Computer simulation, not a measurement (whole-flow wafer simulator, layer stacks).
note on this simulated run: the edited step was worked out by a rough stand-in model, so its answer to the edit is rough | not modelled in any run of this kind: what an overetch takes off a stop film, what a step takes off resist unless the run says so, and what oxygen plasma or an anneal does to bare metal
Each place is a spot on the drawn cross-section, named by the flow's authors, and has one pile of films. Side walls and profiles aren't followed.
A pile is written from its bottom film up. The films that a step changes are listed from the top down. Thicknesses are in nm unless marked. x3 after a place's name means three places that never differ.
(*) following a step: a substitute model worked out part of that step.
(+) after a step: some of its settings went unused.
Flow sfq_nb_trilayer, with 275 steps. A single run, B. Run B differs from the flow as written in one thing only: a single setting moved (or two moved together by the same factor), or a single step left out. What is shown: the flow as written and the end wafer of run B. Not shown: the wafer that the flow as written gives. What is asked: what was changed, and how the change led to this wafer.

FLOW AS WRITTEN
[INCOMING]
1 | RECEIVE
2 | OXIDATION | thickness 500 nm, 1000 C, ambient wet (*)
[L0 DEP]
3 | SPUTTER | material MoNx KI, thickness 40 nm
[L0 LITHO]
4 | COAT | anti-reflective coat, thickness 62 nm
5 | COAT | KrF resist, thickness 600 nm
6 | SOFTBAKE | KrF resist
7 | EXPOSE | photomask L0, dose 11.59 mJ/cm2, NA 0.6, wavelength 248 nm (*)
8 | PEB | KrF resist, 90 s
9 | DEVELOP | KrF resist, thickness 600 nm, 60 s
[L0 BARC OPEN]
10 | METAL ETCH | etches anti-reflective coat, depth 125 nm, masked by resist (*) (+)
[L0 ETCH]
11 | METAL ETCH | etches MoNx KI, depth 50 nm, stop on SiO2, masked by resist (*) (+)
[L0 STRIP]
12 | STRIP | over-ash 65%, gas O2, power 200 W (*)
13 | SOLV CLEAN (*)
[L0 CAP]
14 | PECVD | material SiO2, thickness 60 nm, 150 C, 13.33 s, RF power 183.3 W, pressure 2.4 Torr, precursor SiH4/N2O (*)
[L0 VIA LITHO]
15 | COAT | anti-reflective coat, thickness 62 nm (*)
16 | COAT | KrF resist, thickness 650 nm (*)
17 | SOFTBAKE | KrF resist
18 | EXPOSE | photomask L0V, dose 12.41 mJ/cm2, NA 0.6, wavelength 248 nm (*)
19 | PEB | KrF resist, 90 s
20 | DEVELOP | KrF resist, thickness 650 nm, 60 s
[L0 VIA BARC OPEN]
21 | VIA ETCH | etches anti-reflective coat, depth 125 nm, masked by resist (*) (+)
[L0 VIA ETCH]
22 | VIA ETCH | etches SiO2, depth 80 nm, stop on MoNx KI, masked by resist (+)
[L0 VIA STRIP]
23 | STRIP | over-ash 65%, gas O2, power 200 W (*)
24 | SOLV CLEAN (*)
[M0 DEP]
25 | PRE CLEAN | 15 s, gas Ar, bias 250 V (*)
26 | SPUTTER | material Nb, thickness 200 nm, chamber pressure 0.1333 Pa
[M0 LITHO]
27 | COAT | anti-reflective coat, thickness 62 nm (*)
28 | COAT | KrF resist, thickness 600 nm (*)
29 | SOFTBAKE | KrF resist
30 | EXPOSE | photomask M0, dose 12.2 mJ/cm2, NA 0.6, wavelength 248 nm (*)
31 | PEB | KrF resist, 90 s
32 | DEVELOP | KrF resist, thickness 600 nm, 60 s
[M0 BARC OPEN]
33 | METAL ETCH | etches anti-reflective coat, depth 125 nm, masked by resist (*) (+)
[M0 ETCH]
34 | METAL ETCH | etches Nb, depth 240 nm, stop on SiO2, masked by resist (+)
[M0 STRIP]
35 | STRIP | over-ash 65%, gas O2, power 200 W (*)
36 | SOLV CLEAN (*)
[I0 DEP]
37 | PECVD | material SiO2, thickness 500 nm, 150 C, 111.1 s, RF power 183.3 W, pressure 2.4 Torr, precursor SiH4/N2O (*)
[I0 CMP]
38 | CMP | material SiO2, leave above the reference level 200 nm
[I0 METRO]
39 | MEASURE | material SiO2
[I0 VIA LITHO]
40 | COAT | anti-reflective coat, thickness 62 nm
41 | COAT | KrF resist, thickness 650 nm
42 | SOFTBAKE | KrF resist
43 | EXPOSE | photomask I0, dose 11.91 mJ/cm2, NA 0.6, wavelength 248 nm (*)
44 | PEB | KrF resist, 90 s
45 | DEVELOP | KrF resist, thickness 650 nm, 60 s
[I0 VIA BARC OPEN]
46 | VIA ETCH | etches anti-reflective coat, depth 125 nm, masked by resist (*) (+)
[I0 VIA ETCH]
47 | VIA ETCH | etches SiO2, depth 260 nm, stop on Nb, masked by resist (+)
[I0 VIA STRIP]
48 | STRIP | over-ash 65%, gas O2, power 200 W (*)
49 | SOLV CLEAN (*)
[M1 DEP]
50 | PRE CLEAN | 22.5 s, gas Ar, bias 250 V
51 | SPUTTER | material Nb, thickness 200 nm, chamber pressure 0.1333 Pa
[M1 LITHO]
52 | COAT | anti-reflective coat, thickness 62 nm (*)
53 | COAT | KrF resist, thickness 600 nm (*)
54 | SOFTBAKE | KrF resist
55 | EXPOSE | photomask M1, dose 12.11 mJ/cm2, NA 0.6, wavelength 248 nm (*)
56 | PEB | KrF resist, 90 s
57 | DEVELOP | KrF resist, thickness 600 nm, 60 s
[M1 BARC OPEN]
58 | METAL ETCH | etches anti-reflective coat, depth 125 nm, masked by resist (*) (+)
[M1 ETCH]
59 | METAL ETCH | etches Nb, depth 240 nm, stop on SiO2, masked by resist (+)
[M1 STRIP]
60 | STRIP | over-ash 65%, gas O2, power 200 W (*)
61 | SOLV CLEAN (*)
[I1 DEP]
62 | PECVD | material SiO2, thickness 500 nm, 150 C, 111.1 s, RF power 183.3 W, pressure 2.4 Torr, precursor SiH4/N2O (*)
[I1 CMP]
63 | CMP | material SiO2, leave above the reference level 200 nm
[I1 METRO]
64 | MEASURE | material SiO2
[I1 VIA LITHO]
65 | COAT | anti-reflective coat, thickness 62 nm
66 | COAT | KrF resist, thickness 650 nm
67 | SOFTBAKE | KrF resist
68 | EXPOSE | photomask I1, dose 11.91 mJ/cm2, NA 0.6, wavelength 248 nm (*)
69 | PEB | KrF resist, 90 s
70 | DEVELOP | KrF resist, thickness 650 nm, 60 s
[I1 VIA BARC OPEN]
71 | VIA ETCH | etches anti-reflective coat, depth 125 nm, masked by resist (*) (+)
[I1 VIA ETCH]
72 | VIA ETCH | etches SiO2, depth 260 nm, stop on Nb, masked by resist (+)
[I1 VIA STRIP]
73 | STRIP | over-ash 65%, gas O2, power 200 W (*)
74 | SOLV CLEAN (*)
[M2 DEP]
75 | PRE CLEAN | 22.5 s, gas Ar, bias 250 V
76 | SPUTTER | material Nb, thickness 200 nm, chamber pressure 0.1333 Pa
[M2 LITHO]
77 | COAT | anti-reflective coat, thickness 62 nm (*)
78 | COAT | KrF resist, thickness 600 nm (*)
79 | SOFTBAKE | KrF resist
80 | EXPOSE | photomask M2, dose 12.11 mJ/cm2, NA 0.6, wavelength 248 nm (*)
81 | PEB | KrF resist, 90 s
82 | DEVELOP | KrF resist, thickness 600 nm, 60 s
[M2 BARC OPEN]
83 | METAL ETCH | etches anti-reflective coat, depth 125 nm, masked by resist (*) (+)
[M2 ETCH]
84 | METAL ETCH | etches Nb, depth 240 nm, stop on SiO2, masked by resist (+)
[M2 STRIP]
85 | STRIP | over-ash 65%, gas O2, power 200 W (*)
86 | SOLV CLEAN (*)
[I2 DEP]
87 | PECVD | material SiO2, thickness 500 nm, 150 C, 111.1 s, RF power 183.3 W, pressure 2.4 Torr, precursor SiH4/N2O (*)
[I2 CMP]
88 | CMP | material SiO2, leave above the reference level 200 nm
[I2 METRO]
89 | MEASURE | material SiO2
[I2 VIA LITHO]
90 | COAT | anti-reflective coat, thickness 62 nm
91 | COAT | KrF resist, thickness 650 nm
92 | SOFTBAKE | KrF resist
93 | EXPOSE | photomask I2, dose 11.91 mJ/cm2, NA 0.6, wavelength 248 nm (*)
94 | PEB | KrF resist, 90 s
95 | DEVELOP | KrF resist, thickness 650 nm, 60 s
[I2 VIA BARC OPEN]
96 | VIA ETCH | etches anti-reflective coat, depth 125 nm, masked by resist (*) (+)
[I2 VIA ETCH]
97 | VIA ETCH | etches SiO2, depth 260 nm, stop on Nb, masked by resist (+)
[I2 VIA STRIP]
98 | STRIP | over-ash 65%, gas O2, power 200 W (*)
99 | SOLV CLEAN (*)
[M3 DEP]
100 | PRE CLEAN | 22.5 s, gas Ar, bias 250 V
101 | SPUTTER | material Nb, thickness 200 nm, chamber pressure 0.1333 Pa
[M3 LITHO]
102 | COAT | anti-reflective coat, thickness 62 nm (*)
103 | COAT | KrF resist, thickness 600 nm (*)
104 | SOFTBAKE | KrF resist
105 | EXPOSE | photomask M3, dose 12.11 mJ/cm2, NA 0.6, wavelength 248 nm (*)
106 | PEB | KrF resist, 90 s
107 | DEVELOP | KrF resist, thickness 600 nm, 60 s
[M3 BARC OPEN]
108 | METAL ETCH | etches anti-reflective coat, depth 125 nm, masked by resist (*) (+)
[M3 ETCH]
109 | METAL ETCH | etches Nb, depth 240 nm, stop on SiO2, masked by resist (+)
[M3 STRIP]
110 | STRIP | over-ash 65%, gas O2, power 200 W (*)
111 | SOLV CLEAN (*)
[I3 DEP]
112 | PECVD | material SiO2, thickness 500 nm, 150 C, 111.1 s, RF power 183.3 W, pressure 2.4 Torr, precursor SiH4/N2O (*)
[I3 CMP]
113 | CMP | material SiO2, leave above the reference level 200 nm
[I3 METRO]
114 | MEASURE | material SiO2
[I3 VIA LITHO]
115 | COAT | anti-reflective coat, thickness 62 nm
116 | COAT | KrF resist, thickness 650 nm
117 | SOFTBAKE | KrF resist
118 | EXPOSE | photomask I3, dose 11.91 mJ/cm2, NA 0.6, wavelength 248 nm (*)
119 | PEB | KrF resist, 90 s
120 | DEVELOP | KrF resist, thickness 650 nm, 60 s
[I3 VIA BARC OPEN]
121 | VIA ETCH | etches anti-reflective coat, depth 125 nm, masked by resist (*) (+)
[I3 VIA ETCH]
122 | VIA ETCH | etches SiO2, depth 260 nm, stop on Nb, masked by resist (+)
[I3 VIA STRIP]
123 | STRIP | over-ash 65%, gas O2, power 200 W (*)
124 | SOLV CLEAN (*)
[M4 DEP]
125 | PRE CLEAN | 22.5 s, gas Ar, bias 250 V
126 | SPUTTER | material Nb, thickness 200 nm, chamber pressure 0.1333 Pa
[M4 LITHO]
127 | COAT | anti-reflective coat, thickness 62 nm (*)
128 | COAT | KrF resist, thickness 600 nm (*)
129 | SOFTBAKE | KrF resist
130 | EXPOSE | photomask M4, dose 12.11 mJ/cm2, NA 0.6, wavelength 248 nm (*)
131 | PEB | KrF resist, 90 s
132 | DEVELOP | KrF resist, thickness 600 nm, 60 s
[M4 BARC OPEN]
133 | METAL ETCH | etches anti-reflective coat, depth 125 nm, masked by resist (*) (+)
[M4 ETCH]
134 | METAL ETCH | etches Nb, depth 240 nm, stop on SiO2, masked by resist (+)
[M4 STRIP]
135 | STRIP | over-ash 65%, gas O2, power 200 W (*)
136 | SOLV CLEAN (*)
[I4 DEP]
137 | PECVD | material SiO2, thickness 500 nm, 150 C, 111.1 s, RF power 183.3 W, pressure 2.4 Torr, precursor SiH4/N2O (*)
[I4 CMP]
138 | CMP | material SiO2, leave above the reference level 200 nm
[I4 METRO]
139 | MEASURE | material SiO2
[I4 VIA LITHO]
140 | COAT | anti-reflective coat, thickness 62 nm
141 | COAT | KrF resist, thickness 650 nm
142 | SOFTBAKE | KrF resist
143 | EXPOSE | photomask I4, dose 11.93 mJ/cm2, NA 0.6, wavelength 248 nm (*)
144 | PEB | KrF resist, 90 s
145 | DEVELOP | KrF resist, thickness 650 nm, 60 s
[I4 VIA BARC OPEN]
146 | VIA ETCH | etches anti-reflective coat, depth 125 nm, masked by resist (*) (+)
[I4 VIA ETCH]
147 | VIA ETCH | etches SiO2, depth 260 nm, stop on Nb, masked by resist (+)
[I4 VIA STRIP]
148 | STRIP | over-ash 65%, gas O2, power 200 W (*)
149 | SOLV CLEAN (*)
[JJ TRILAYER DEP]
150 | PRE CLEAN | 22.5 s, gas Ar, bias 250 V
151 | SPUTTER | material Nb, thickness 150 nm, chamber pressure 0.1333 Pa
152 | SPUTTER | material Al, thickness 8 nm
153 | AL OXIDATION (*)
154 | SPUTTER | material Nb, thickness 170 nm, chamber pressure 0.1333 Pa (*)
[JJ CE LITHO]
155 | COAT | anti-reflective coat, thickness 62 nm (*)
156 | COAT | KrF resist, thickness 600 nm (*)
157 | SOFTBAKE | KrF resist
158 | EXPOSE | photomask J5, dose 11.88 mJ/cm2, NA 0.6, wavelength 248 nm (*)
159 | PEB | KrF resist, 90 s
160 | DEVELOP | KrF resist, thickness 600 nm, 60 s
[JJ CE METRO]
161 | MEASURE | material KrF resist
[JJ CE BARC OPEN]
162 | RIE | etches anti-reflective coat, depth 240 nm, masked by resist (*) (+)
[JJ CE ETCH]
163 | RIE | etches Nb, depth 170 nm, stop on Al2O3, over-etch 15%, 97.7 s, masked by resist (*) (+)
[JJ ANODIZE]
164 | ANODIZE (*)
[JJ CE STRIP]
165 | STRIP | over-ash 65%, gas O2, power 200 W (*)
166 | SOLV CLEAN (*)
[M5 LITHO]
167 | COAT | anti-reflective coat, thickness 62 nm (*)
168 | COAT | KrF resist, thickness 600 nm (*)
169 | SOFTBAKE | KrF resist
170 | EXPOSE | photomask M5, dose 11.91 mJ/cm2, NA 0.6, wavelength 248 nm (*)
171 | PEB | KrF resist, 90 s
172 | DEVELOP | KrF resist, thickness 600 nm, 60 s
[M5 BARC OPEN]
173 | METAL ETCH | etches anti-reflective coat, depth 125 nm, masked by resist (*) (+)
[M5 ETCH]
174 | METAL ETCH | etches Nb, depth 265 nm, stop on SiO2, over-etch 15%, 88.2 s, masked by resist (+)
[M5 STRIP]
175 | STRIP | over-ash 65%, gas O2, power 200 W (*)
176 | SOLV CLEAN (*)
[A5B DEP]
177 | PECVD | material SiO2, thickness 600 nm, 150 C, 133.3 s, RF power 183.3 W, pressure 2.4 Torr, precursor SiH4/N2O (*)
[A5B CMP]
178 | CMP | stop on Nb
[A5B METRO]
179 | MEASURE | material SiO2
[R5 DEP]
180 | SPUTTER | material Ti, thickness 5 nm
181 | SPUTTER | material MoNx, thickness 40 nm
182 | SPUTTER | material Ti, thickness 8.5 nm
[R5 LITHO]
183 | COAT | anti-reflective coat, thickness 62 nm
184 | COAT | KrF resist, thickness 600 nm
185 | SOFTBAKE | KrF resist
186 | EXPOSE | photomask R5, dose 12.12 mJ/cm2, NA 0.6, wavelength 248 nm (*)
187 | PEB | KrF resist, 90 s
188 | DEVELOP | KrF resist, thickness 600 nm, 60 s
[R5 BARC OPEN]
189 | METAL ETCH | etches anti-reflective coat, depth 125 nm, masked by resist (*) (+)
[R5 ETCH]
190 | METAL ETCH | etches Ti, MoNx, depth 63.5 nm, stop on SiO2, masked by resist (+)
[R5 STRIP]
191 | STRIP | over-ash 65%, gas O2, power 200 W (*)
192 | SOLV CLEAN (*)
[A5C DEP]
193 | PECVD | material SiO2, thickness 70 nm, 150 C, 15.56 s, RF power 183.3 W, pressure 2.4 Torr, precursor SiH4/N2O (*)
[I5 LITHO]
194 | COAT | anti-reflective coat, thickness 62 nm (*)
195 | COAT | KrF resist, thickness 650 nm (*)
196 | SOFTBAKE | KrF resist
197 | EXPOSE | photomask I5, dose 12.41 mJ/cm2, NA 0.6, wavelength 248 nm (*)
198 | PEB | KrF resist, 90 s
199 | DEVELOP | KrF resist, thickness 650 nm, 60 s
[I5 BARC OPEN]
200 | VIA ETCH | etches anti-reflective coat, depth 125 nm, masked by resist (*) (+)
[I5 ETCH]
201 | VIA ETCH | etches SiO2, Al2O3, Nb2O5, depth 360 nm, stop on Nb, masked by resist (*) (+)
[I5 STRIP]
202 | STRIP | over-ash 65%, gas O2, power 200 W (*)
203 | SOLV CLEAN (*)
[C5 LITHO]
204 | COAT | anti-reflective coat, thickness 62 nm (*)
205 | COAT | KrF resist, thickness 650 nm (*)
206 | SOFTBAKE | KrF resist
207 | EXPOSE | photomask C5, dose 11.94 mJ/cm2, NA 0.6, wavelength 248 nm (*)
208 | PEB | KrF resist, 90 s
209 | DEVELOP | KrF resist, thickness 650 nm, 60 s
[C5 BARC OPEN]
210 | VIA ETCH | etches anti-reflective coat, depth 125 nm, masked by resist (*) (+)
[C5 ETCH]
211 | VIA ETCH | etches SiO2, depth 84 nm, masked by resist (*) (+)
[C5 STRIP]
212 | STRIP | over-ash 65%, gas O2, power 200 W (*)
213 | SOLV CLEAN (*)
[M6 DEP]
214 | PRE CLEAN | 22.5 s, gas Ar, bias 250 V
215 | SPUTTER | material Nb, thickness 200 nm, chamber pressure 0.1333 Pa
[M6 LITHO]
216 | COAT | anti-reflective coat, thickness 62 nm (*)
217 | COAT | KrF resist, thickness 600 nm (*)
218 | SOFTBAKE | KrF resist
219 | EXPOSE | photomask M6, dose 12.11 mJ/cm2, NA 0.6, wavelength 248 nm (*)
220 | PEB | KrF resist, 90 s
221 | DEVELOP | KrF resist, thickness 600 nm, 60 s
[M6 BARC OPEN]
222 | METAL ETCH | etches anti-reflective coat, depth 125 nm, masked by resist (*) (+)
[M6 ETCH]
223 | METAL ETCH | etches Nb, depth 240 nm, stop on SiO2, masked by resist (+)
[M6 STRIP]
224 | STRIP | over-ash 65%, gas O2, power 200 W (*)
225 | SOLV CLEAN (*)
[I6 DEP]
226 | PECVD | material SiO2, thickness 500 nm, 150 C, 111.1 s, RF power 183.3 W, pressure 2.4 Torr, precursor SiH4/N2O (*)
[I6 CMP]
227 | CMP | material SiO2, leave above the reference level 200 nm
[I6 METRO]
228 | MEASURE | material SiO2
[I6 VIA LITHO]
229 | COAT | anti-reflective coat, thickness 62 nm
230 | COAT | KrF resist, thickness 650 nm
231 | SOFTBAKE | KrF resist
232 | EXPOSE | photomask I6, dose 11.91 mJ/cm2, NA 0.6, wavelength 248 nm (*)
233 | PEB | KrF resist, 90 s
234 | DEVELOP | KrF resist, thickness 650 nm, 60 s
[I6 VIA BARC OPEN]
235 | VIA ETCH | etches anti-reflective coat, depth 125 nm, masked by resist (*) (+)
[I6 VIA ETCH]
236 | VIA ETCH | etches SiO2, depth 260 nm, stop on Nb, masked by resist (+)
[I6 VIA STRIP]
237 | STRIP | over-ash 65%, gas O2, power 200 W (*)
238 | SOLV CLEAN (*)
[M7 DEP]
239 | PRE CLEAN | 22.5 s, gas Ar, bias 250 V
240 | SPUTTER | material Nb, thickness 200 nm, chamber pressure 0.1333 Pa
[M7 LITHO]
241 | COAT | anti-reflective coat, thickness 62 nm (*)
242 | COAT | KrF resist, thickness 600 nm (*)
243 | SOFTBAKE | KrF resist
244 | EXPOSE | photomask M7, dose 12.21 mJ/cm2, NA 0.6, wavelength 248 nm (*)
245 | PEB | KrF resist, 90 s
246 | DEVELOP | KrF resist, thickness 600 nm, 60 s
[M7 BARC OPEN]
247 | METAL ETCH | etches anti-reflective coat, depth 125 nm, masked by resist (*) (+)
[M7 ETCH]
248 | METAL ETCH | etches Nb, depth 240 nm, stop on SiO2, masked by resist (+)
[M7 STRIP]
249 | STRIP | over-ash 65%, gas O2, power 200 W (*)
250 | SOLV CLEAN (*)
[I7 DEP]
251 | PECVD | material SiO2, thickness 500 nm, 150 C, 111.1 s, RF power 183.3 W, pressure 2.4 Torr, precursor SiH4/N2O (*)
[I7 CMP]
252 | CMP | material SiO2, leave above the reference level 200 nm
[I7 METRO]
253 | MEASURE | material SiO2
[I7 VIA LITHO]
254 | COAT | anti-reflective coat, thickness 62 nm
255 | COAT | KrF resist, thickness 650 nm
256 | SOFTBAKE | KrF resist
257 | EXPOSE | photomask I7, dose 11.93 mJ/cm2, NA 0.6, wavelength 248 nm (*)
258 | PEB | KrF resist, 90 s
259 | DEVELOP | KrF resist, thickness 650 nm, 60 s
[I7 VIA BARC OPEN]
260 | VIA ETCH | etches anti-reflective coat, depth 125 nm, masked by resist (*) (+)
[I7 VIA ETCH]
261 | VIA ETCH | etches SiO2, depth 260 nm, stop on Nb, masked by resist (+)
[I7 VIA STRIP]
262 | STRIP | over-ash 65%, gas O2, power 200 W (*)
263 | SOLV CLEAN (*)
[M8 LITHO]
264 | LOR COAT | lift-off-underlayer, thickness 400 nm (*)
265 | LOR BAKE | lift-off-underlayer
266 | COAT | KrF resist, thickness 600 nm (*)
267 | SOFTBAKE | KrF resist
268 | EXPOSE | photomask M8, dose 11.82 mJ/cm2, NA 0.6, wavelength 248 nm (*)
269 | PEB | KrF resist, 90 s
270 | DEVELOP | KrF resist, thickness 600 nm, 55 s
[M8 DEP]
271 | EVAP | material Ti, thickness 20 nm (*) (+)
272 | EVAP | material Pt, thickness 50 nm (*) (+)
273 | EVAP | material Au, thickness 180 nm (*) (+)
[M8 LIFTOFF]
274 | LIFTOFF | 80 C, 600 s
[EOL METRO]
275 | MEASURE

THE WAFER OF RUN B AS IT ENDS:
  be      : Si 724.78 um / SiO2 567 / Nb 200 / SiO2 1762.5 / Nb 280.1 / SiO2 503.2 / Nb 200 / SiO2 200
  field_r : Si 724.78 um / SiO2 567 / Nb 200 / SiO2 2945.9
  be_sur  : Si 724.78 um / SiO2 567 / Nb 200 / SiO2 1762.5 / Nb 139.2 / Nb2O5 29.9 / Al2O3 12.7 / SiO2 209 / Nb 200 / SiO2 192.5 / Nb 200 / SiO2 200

Cause: step 14, PECVD: thickness 72 nm was run, though the flow has thickness 60 nm; step 14, PECVD: 16 s was run, where the flow has 13.33 s.

Step by step, how the change led to this:
  14 | PECVD | material SiO2, thickness 60 nm, 150 C, 13.33 s, RF power 183.3 W, pressure 2.4 Torr, precursor SiH4/N2O (*)
      v_sur, via_wl, via_w and 97 more: +72 SiO2 (as written it would have been: +60 SiO2)
      field_l, l0_sur, l0v, l0r_line_l, l0r_line_c, l0r_line_r: +72 SiO2 (new film) (as written it would have been: +60 SiO2 (new film))
  22 | VIA ETCH | etches SiO2, depth 80 nm, stop on MoNx KI, masked by resist (+)
      l0v: -71.8 SiO2 (all of it) (as written it would have been: -59.8 SiO2 (all of it))
  27 | COAT | anti-reflective coat, thickness 62 nm (*)
      l0_sur: +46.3 anti-reflective coat (new film) (as written it would have been: +47.5 anti-reflective coat (new film))
      l0v: +81.1 anti-reflective coat (new film) (as written it would have been: +78 anti-reflective coat (new film))
  35 | STRIP | over-ash 65%, gas O2, power 200 W (*)
      l0_sur: -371 KrF resist (all of it), -46.3 anti-reflective coat (all of it) (as written it would have been: -372 KrF resist (all of it), -47.5 anti-reflective coat (all of it))
      l0v: -413.2 KrF resist (all of it), -81.1 anti-reflective coat (all of it) (as written it would have been: -405.3 KrF resist (all of it), -78 anti-reflective coat (all of it))
  38 | CMP | material SiO2, leave above the reference level 200 nm
      l0v: -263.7 SiO2 (as written it would have been: -277.8 SiO2)
